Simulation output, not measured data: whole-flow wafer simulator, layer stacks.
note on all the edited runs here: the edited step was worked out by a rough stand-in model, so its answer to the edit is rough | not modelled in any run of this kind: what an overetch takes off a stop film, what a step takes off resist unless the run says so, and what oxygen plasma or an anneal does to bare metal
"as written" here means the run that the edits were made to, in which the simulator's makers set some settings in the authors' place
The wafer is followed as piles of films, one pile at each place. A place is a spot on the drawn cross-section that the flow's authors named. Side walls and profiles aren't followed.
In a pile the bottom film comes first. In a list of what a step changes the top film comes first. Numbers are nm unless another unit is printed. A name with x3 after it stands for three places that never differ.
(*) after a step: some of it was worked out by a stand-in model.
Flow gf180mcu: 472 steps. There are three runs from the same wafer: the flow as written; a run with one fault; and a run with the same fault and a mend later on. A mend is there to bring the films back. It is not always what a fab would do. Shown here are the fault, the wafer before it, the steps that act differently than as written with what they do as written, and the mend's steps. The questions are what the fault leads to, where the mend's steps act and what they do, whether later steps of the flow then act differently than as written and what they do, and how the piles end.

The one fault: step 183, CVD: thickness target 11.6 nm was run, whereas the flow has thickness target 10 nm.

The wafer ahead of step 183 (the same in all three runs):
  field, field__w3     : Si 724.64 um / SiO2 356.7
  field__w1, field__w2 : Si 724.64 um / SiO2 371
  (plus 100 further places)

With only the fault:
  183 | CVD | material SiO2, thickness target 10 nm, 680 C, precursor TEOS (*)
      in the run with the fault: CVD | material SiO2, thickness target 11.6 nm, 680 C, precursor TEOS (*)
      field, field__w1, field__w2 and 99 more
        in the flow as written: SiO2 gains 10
        in the run with the fault: SiO2 gains 11.6
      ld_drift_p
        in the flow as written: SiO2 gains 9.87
        in the run with the fault: SiO2 gains 11.4
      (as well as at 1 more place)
  Steps later in the flow that act otherwise than as written (22 other steps are not shown; they differ only slightly, by no more than 2% or 0.5 nm, whichever is larger):
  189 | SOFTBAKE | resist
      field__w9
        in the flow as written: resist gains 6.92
        in the run with the fault: resist loses 3.06
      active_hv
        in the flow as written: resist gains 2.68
        in the run with the fault: resist loses 0.51
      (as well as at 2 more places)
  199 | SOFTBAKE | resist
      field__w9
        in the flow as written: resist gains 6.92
        in the run with the fault: resist loses 3.06
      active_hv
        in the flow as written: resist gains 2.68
        in the run with the fault: resist loses 0.51
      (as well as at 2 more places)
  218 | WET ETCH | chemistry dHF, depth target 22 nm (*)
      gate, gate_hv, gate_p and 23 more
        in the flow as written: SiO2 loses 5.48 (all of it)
        in the run with the fault: SiO2 loses 7.08 (all of it)
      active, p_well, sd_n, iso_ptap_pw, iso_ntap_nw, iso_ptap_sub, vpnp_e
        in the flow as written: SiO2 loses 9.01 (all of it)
        in the run with the fault: SiO2 loses 10.6 (all of it)
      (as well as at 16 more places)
  The piles end different from the flow's at spacer by more than 2% or 0.5 nm, whichever is larger.
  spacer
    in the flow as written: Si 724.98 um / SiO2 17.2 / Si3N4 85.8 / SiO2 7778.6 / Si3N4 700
    in the run with the fault: Si 724.98 um / SiO2 18.8 / Si3N4 85.8 / SiO2 7777 / Si3N4 700

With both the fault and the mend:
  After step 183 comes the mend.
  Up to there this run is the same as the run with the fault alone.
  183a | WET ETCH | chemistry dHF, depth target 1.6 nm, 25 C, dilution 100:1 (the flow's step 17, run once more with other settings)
      field, field__w1, field__w2 and 101 more
        SiO2 loses 1.6
  Later steps of the flow that are run all act as written at every place that is followed, up to a difference of at most 2% or 0.5 nm, whichever is larger.
  At every place that both follow, the piles at the end match the flow's.
